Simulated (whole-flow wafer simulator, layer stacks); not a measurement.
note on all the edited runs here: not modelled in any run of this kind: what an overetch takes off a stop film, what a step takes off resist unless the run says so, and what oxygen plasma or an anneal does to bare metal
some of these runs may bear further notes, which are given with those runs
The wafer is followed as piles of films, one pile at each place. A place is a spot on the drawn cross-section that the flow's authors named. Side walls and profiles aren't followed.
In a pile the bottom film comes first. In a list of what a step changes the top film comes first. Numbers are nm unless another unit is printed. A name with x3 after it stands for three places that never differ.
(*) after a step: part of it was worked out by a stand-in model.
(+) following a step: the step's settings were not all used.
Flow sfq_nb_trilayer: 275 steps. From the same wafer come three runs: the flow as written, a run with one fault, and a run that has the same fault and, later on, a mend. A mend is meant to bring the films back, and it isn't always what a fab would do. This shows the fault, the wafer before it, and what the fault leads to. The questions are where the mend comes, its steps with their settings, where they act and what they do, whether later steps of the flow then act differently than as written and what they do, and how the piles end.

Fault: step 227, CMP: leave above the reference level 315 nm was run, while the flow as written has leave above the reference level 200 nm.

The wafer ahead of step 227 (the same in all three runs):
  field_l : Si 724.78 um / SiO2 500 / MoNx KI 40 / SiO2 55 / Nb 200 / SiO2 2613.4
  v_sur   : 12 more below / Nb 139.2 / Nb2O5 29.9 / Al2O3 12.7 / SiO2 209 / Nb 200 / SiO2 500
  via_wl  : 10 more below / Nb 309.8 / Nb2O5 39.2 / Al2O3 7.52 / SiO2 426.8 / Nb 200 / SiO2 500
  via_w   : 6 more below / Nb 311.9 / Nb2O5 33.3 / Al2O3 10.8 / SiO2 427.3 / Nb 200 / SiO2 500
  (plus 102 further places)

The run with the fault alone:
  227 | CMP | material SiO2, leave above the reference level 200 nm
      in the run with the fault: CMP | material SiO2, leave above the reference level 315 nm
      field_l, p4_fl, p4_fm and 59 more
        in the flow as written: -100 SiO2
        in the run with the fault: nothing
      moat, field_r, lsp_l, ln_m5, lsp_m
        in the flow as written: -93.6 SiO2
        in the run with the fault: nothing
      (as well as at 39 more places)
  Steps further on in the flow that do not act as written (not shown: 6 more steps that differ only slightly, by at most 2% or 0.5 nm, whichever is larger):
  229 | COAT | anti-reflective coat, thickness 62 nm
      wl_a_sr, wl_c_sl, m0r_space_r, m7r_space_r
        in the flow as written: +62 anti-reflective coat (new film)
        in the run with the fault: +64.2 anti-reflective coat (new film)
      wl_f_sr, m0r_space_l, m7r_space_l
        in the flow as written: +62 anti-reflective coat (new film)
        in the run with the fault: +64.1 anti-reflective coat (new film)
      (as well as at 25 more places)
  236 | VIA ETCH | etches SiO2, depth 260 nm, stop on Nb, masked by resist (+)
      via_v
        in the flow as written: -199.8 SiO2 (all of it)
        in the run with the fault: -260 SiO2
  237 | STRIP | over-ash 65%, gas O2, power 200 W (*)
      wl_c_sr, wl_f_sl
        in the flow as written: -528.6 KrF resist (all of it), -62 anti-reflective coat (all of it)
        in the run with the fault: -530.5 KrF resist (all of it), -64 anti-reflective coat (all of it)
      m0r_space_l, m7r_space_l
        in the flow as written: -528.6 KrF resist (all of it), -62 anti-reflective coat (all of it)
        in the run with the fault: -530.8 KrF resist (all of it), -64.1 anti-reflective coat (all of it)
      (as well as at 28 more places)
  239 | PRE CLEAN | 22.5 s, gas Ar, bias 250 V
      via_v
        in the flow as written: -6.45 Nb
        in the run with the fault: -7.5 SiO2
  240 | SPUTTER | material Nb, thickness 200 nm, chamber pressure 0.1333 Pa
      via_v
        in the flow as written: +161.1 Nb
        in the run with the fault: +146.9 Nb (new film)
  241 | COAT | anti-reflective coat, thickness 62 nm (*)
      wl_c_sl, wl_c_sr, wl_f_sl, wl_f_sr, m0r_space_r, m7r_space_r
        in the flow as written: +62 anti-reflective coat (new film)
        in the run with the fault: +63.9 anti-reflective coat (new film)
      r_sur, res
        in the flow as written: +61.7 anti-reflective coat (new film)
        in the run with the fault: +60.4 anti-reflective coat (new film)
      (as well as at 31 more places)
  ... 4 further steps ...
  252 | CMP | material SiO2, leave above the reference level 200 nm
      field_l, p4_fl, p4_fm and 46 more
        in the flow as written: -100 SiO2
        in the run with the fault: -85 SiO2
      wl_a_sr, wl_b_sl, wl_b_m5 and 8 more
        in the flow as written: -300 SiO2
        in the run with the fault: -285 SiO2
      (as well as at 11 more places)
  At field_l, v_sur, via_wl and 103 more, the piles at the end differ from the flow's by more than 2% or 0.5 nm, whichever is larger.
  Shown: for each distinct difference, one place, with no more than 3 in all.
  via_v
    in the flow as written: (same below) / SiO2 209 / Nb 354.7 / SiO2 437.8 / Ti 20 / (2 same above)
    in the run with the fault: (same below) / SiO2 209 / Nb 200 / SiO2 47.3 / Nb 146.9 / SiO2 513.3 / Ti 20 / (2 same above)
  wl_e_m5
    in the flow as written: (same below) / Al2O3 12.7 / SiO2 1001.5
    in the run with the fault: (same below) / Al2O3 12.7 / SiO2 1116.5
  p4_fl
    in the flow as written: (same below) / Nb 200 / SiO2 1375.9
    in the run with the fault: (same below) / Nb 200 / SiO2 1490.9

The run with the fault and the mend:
  After step 228 comes the mend.
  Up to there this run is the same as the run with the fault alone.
  228a | CMP | material SiO2, leave above the reference level 200 nm (the flow's step 227, run once more)
      field_l, p4_fl, p4_fm and 59 more
        -100 SiO2
      v_sur, via_wl, via_w and 33 more
        -115 SiO2
      moat, field_r, lsp_l, ln_m5, lsp_m
        -93.6 SiO2
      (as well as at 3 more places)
  Every later step of the flow that is run acts as written at every place that is followed.
  By the end, the piles equal the flow's at every place that both follow.
